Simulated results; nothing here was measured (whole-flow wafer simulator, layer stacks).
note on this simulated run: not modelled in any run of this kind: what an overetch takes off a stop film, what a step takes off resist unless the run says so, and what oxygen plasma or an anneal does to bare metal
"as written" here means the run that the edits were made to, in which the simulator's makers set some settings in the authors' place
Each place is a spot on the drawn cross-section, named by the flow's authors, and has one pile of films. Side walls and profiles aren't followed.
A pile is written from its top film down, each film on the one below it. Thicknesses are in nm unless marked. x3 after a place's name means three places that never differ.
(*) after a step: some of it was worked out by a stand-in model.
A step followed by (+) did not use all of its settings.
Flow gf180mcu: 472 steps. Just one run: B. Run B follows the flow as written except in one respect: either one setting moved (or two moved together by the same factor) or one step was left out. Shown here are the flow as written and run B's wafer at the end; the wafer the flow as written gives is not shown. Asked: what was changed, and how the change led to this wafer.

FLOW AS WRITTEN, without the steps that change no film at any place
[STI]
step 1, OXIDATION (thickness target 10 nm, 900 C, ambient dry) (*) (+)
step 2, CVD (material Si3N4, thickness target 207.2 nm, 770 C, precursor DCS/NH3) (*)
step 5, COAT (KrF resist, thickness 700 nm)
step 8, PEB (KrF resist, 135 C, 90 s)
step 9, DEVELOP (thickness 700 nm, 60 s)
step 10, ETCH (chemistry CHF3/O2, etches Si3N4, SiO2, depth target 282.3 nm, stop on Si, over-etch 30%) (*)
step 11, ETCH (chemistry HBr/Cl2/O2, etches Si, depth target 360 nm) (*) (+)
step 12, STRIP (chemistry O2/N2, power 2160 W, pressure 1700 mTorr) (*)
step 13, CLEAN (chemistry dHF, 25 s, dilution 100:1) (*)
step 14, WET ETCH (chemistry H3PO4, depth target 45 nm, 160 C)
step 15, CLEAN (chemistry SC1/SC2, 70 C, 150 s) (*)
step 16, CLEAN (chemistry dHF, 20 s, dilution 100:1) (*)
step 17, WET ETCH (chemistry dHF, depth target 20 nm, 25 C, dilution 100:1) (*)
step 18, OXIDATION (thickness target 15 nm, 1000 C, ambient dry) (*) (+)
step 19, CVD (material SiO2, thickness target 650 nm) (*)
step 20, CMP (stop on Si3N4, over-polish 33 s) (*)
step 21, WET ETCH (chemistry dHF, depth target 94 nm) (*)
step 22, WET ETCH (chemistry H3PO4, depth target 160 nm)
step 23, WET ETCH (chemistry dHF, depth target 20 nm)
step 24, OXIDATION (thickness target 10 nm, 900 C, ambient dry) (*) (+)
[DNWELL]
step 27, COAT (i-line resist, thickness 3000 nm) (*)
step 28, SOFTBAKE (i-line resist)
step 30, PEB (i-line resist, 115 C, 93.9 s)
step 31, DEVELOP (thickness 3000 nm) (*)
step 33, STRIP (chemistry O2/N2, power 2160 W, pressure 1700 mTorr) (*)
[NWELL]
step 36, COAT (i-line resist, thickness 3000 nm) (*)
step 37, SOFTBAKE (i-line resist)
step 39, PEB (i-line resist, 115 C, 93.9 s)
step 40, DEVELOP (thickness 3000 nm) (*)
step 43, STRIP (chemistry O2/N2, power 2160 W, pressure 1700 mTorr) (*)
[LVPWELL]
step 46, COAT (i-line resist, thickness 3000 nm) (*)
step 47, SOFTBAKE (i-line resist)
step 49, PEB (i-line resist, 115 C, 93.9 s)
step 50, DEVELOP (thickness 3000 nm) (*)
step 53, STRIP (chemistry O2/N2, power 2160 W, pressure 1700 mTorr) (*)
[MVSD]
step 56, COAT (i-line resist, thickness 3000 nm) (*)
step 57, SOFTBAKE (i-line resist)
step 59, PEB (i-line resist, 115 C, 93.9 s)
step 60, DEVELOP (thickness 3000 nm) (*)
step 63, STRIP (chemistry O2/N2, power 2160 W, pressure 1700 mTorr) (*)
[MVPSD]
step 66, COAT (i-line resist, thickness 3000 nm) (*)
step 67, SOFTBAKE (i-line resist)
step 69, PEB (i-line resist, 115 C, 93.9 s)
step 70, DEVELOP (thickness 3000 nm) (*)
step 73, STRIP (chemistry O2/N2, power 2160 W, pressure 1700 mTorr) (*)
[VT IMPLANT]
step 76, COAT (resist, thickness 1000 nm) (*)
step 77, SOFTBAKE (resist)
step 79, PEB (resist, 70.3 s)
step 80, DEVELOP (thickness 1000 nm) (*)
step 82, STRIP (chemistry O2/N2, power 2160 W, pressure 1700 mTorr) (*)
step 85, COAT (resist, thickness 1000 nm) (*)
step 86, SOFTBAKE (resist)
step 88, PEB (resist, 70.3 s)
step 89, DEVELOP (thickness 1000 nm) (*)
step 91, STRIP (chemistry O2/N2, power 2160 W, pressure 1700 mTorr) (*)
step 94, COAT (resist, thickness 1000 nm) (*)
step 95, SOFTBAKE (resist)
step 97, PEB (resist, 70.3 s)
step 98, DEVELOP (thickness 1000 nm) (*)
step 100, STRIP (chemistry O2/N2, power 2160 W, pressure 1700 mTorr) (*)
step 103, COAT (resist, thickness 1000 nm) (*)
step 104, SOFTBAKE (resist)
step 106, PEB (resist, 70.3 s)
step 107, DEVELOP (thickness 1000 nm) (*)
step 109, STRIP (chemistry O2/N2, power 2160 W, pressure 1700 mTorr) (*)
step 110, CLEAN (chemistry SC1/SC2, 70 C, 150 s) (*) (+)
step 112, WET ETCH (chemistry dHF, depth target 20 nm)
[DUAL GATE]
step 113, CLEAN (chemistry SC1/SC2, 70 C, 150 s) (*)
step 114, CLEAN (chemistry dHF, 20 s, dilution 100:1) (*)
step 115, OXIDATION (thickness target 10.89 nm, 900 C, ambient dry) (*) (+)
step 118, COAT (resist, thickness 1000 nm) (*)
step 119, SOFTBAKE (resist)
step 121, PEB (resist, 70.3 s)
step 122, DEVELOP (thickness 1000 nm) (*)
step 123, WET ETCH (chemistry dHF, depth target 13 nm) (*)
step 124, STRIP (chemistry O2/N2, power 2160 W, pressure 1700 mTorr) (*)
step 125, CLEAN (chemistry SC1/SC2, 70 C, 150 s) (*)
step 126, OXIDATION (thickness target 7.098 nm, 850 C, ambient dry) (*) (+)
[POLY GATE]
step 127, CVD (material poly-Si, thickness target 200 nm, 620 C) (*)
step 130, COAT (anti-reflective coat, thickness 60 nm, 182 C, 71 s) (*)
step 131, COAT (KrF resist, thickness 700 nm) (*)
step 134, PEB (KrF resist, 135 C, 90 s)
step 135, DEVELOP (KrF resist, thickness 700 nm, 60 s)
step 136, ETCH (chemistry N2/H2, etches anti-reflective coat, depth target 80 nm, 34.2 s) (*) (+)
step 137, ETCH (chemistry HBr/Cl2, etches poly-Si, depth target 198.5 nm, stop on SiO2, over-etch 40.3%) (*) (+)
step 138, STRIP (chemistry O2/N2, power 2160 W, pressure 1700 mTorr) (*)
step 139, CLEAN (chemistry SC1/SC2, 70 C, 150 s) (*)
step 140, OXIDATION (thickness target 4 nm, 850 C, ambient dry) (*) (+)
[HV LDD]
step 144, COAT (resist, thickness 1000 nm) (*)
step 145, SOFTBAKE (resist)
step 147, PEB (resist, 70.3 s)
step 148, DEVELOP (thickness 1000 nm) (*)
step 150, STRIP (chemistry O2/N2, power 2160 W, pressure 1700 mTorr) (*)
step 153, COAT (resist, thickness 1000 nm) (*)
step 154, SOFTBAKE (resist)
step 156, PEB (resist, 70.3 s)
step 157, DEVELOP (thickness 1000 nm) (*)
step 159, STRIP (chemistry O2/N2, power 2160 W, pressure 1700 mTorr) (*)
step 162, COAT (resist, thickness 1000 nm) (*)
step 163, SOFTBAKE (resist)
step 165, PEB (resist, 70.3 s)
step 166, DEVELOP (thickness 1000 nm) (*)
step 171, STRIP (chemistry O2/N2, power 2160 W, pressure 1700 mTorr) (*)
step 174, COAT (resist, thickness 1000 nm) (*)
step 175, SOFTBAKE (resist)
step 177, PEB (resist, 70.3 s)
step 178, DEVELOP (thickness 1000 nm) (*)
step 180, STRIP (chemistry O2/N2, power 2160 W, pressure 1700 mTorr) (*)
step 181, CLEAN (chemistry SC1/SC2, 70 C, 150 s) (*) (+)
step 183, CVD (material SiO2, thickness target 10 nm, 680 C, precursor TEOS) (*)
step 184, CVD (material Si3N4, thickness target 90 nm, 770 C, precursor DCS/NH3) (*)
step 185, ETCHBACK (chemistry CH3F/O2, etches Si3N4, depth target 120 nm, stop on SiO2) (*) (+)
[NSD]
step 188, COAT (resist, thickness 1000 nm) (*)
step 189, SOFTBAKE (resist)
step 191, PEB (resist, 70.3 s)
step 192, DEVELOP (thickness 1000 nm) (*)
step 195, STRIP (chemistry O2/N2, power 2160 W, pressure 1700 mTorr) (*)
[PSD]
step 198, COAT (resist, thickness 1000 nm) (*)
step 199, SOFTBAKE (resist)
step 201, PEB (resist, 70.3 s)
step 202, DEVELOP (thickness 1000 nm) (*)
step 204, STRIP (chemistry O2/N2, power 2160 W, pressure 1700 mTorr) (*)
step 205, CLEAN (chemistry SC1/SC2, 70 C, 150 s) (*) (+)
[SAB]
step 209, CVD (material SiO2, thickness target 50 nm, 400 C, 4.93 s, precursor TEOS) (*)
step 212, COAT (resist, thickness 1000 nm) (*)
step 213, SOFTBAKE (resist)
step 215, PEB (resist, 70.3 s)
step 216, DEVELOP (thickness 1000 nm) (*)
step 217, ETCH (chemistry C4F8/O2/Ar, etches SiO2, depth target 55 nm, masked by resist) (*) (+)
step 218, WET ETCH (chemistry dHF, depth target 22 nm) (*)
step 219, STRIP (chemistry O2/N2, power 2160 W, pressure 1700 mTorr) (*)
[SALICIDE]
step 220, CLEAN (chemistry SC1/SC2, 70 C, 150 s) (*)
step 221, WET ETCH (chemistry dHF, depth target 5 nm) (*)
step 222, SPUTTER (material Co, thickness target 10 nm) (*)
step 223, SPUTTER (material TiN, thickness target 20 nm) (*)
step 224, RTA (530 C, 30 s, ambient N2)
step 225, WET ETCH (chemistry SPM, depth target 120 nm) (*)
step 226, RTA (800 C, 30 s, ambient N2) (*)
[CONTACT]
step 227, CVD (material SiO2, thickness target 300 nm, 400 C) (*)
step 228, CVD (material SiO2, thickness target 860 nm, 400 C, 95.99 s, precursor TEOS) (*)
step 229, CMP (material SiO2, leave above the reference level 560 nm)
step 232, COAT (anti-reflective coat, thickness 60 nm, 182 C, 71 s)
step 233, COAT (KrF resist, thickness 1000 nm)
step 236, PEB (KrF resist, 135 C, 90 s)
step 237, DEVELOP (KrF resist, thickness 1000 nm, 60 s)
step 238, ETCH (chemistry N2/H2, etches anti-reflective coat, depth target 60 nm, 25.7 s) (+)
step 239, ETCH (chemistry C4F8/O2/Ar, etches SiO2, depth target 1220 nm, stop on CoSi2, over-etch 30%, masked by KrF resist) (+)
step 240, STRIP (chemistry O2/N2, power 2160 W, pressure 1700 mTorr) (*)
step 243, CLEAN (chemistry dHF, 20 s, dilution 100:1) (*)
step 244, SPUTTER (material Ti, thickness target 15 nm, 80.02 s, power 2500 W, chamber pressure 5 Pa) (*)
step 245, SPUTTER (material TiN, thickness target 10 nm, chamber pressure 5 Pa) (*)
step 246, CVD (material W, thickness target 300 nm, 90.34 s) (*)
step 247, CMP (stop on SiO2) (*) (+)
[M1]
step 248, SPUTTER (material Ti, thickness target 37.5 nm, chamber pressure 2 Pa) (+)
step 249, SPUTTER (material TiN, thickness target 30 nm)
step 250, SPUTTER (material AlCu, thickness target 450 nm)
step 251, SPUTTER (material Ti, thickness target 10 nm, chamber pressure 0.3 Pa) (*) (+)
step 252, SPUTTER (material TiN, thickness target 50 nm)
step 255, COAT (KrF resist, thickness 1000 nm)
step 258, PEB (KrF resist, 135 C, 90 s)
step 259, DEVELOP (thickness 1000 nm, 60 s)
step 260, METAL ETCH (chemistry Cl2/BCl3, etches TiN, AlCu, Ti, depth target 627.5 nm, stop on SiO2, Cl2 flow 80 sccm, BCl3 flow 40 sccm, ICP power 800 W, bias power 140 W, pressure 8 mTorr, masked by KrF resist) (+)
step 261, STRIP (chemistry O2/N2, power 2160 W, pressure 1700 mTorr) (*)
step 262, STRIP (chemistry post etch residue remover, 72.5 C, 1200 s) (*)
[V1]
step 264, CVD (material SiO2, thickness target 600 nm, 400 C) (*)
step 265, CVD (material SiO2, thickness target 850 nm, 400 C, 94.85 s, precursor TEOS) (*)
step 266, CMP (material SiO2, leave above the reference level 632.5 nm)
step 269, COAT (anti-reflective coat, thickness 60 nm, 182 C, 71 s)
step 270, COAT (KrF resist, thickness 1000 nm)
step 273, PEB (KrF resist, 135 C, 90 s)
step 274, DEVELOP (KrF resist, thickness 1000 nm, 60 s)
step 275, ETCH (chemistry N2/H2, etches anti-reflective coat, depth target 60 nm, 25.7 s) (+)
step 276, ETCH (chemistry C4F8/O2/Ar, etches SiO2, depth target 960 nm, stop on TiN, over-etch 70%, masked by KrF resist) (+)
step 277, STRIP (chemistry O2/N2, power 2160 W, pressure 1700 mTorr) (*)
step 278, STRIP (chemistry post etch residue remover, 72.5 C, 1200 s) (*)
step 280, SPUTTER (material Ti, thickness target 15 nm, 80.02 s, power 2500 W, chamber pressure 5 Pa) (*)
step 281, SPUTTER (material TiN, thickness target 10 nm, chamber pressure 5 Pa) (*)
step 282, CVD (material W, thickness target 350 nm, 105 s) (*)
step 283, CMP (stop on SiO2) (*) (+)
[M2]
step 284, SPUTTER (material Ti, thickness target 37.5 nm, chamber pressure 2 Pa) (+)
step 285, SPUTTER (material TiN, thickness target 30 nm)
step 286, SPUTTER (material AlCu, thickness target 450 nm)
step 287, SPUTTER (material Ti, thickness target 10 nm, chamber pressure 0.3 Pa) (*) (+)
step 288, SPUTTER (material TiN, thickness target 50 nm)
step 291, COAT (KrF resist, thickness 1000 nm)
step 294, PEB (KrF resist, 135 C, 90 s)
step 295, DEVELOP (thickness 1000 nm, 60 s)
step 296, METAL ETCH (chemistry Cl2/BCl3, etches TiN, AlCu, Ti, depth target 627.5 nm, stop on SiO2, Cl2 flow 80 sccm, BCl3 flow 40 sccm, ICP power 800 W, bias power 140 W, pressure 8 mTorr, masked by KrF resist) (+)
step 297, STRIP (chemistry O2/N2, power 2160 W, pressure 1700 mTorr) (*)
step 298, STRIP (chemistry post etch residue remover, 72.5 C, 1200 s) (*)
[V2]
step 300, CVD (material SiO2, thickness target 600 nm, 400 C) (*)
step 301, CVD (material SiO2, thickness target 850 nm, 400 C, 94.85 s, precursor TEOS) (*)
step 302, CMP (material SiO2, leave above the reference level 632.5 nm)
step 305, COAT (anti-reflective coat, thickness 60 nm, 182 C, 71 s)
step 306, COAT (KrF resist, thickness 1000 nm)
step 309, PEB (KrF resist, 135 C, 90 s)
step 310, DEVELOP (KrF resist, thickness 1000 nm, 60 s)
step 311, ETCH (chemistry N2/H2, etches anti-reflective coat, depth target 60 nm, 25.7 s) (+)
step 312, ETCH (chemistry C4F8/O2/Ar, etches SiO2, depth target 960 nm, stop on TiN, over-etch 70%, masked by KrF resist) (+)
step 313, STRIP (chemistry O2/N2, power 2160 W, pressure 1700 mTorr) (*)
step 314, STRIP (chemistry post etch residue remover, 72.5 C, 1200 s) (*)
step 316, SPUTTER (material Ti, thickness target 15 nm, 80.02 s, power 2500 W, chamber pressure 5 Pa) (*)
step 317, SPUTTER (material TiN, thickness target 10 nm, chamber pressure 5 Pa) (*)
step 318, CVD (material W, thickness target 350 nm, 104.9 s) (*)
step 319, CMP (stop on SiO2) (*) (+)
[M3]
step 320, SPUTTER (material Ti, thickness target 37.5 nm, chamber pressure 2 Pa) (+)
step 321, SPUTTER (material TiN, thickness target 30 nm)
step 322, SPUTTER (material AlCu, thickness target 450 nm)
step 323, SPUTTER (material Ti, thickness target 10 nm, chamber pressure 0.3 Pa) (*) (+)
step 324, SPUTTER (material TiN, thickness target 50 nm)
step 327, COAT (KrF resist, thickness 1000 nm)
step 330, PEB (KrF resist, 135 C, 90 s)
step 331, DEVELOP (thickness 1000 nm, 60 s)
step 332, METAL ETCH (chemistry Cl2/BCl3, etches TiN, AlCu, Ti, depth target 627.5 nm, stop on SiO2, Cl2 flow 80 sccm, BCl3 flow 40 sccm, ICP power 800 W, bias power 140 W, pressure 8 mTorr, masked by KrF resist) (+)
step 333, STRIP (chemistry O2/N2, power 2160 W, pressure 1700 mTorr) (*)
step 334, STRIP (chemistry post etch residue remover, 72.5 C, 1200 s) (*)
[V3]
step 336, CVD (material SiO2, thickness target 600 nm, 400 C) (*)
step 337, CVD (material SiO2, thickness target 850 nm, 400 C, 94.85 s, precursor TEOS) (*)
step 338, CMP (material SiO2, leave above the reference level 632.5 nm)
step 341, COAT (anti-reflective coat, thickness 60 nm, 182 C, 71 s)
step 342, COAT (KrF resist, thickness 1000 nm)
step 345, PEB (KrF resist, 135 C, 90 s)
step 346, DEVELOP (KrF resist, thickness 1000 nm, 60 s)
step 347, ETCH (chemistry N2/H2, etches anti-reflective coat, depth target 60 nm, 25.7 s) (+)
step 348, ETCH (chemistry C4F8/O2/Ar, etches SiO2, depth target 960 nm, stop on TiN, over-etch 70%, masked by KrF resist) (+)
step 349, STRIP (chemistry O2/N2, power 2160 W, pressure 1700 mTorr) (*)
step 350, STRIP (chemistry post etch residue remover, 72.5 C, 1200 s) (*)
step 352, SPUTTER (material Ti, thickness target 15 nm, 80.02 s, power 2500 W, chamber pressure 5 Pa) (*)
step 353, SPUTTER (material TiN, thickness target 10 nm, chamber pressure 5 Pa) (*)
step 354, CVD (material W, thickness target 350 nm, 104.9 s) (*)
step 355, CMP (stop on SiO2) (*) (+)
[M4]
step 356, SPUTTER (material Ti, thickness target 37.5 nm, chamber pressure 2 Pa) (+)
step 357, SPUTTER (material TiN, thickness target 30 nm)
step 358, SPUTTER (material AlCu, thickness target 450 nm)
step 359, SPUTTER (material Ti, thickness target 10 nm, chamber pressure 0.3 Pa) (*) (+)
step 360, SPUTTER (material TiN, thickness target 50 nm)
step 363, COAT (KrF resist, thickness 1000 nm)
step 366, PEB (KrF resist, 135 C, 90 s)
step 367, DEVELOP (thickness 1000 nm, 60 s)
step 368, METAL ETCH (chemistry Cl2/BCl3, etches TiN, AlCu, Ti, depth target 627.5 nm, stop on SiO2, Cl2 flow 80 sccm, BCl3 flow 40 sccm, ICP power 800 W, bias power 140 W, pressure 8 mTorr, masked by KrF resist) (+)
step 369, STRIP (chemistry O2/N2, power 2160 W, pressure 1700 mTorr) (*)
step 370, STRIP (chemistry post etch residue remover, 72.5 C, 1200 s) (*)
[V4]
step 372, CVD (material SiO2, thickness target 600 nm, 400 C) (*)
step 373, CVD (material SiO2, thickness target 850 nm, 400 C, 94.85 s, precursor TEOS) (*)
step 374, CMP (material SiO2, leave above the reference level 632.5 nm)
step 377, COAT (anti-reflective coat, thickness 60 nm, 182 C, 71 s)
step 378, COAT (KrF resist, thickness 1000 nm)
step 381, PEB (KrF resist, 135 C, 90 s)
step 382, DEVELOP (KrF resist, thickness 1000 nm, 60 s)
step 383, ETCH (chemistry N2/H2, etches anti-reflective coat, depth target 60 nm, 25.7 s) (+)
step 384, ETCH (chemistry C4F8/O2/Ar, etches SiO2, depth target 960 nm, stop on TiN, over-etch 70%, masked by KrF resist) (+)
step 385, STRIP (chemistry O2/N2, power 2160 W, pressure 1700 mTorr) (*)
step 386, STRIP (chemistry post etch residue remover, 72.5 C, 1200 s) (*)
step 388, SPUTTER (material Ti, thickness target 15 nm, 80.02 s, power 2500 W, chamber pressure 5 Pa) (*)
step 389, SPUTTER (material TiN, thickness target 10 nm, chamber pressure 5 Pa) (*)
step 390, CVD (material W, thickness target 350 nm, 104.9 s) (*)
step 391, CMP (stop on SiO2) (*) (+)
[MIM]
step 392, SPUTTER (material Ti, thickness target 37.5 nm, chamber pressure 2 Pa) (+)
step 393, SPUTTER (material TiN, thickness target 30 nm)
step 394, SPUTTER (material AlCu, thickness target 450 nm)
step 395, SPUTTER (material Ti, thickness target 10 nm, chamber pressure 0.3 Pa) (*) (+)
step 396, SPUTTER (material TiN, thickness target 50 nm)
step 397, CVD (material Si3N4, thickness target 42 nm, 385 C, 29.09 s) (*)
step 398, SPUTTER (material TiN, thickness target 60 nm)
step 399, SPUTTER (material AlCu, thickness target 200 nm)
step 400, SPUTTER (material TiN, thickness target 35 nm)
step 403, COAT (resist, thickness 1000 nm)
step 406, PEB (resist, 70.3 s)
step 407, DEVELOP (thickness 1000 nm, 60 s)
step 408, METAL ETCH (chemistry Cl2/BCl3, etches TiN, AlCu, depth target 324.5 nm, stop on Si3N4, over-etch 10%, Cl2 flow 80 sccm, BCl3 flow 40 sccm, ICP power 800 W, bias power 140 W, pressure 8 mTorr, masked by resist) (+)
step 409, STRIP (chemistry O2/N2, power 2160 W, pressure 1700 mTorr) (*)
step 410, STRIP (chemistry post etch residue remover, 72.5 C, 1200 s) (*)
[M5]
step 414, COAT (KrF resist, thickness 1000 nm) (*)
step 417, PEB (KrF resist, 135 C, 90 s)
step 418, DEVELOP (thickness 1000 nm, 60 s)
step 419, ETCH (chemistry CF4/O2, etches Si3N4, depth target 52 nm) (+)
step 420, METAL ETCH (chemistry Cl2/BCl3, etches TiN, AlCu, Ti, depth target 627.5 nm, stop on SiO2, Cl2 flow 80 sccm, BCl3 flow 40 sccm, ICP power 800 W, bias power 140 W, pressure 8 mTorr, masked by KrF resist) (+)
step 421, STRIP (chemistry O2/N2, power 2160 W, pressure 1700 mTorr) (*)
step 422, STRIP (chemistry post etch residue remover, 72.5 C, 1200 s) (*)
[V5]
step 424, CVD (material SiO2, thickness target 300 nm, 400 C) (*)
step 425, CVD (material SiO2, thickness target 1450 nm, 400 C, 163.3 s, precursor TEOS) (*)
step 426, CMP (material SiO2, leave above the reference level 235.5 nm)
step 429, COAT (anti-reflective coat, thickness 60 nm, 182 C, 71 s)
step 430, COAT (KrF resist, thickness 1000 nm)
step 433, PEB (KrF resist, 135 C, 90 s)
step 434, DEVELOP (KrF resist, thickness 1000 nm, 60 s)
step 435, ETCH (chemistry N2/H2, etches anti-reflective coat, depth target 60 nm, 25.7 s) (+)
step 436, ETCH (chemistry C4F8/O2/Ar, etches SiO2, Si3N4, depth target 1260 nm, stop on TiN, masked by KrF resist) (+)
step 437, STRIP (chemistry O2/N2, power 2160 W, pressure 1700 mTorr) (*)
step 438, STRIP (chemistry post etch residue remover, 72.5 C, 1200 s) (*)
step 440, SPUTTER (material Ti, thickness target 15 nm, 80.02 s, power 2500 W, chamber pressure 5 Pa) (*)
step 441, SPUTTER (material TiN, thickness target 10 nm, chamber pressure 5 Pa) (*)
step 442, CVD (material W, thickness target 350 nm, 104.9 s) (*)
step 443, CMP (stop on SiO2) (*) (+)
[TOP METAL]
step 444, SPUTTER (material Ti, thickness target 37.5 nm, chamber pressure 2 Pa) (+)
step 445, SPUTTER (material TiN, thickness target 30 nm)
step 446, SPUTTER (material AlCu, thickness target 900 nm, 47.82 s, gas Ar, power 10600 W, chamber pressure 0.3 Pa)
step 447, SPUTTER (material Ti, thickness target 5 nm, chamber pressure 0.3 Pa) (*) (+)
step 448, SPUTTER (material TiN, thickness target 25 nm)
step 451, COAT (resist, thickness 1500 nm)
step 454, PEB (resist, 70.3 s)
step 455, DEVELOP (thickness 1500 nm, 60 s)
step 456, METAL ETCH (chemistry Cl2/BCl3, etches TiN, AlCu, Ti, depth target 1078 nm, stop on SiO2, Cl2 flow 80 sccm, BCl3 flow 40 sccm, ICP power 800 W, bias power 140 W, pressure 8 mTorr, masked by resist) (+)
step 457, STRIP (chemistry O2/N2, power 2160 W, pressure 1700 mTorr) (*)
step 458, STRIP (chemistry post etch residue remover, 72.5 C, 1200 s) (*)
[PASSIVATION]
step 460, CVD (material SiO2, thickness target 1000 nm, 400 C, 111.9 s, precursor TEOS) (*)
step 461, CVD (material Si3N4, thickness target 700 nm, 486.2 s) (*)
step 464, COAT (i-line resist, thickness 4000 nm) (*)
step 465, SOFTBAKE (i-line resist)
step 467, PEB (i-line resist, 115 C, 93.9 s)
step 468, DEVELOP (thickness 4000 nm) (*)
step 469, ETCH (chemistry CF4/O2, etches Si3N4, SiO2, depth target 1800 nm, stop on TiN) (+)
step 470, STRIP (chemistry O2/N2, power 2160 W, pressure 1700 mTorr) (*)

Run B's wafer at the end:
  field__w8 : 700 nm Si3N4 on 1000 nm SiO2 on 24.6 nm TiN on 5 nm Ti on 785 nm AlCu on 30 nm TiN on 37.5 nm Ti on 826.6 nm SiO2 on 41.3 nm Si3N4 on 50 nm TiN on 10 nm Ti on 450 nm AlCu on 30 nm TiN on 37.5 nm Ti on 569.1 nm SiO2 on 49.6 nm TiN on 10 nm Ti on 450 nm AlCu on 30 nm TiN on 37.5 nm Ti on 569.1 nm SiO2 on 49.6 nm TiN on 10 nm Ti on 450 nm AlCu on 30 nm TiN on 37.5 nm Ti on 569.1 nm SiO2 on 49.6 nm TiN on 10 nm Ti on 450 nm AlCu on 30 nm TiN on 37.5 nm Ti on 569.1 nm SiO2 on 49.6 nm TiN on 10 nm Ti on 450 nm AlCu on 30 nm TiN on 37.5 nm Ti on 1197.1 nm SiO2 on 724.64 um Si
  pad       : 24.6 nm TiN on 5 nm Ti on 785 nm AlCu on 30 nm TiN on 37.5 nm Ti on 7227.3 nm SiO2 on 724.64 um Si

Cause: step 446, SPUTTER: 41.84 s was run, while the flow as written has 47.82 s.

Step by step, how the change led to this:
  step 446, SPUTTER (material AlCu, thickness target 900 nm, 47.82 s, gas Ar, power 10600 W, chamber pressure 0.3 Pa)
      field, field__w1, field__w2 and 109 more: +785 AlCu (new film) (it would be, as written: +900 AlCu (new film))
  step 456, METAL ETCH (chemistry Cl2/BCl3, etches TiN, AlCu, Ti, depth target 1078 nm, stop on SiO2, Cl2 flow 80 sccm, BCl3 flow 40 sccm, ICP power 800 W, bias power 140 W, pressure 8 mTorr, masked by resist) (+)
      field, field__w1, field__w2 and 103 more: -25 TiN (all of it), -5 Ti (all of it), -785 AlCu (all of it), -30 TiN (all of it), -37.5 Ti (all of it) (it would be, as written: -25 TiN (all of it), -5 Ti (all of it), -900 AlCu (all of it), -30 TiN (all of it), -37.5 Ti (all of it))
  step 464, COAT (i-line resist, thickness 4000 nm) (*)
      field__w8: +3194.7 i-line resist (new film) (it would be, as written: +3093.1 i-line resist (new film))
      contact: +3244.4 i-line resist (new film) (it would be, as written: +3153.6 i-line resist (new film))
      (also at 4 further places)
  step 465, SOFTBAKE (i-line resist)
      field__w11, field__w13: +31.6 i-line resist (it would be, as written: +37.6 i-line resist)
      mim, ppoly_u: +31.5 i-line resist (it would be, as written: +37.5 i-line resist)
      (also at 65 further places)
  step 467, PEB (i-line resist, 115 C, 93.9 s)
      field__w8, m1__w1: -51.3 i-line resist (it would be, as written: -49.2 i-line resist)
      contact, m1: -51.6 i-line resist (it would be, as written: -49.6 i-line resist)
      (also at 2 further places)
  step 468, DEVELOP (thickness 4000 nm) (*)
      pad: -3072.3 i-line resist (all of it) (it would be, as written: -2960.4 i-line resist (all of it))
  step 470, STRIP (chemistry O2/N2, power 2160 W, pressure 1700 mTorr) (*)
      field__w8, m1__w1: -1886.1 i-line resist (all of it) (it would be, as written: -1775.9 i-line resist (all of it))
      contact: -1904.5 i-line resist (all of it) (it would be, as written: -1798.3 i-line resist (all of it))
      (also at 2 further places)
